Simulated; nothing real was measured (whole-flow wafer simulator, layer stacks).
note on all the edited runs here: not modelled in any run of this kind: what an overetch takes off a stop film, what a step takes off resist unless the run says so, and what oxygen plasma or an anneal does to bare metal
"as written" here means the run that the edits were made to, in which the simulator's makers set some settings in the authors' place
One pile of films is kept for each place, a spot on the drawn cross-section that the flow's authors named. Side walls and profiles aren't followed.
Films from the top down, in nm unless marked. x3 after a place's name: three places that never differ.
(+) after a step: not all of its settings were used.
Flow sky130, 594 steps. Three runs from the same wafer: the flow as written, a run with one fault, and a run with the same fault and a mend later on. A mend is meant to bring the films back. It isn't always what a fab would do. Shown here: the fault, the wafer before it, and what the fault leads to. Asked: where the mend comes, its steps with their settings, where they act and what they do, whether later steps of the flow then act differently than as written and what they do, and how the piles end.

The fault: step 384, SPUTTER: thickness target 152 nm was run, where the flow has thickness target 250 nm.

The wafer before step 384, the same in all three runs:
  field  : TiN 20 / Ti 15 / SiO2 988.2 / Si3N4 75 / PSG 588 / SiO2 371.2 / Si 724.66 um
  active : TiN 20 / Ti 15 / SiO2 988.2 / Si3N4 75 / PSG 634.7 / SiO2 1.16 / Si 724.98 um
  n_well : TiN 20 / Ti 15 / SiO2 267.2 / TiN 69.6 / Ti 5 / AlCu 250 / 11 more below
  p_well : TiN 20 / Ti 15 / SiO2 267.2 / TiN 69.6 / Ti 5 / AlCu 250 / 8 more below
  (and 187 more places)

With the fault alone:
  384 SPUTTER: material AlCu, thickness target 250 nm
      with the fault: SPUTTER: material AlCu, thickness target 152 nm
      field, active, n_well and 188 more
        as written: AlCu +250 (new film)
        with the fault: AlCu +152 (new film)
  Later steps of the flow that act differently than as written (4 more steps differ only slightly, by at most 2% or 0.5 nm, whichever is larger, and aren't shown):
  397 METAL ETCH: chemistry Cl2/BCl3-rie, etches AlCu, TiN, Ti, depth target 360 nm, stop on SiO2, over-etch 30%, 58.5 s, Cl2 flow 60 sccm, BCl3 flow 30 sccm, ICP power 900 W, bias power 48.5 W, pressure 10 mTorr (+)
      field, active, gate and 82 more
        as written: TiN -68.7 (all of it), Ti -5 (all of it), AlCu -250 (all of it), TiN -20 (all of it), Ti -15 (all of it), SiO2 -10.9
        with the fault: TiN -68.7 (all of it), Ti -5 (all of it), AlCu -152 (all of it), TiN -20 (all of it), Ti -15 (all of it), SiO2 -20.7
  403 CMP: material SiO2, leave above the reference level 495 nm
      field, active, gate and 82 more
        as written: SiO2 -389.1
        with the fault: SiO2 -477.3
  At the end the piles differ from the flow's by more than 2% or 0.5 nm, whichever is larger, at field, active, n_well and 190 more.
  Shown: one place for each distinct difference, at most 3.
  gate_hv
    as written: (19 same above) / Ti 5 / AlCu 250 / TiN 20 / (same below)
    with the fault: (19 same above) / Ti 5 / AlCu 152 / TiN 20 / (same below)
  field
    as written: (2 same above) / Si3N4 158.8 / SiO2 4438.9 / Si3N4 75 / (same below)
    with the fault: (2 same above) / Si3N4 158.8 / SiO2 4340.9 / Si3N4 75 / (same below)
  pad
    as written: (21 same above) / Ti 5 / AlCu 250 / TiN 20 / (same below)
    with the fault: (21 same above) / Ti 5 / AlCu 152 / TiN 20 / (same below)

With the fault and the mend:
  The mend comes after step 384.
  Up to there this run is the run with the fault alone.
  384a SPUTTER: material AlCu, thickness target 98 nm (the flow's step 384 once more, with other settings)
      field, active, n_well and 188 more
        AlCu +98
  No later step of the flow acts differently than as written at any place that is followed.
  At the end the piles are the same as the flow's at every place that both follow.
